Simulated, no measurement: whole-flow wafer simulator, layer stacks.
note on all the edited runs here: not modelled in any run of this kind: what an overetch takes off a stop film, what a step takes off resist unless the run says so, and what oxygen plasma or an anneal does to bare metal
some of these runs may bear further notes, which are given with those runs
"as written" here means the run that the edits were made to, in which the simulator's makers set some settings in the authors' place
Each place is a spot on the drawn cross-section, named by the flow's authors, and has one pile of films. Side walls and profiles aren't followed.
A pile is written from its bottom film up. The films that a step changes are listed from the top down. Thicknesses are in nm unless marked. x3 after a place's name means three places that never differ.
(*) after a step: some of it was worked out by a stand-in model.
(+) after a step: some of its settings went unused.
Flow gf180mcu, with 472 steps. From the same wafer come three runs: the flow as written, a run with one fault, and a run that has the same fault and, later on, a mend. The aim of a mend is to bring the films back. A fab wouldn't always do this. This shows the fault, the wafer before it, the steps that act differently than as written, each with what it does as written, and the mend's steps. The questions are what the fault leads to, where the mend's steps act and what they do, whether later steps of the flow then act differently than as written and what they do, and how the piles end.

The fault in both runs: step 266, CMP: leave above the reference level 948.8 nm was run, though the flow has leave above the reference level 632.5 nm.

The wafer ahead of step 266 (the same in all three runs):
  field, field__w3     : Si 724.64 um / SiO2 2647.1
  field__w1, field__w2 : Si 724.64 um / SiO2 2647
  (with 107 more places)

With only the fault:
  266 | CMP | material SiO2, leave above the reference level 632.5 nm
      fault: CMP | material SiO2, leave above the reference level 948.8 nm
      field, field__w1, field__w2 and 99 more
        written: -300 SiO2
        fault: nothing
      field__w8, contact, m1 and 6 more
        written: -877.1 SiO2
        fault: -560.8 SiO2
  Steps further on in the flow that do not act as written (not shown: 9 more steps that differ only slightly, by at most 2% or 0.5 nm, whichever is larger):
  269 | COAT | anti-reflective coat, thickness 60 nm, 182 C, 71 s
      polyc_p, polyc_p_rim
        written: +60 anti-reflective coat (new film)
        fault: +53.1 anti-reflective coat (new film)
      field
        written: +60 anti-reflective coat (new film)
        fault: +66.4 anti-reflective coat (new film)
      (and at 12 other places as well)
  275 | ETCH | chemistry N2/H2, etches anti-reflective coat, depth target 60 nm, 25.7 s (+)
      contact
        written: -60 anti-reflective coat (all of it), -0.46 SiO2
        fault: -50.5 anti-reflective coat (all of it), -0.7 SiO2
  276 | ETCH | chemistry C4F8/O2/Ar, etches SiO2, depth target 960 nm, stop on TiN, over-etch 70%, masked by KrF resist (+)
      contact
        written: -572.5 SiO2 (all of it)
        fault: -888.5 SiO2 (all of it)
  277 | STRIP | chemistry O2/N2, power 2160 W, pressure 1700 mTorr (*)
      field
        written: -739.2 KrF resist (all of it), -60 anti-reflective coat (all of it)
        fault: -735.8 KrF resist (all of it), -66.4 anti-reflective coat (all of it)
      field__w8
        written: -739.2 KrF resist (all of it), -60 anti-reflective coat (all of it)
        fault: -737.7 KrF resist (all of it), -50.6 anti-reflective coat (all of it)
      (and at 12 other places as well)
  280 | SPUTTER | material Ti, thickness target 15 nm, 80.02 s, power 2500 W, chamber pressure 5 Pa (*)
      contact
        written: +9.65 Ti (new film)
        fault: +8.11 Ti (new film)
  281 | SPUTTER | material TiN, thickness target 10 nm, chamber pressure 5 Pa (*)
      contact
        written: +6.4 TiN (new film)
        fault: +5.38 TiN (new film)
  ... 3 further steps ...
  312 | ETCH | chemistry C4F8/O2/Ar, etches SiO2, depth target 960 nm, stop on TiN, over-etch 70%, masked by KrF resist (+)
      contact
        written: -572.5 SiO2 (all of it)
        fault: -588 SiO2 (all of it)
  At field, field__w1, field__w2 and 109 more, the piles at the end differ from the flow's by more than 2% or 0.5 nm, whichever is larger.
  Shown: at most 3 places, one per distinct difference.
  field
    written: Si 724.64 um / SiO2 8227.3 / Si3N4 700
    fault: Si 724.64 um / SiO2 8542.8 / Si3N4 700
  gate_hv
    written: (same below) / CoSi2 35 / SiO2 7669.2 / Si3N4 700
    fault: (same below) / CoSi2 35 / SiO2 7984.7 / Si3N4 700
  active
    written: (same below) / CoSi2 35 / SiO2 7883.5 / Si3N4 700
    fault: (same below) / CoSi2 35 / SiO2 8199 / Si3N4 700

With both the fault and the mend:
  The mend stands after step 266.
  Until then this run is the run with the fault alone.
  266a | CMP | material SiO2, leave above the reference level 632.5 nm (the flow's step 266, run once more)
      field, field__w1, field__w2 and 99 more
        -300 SiO2
      field__w8, contact, m1 and 6 more
        -316.3 SiO2
  Later steps of the flow that are run all act as written at every place that is followed.
  At every place that both follow, the piles at the end match the flow's.
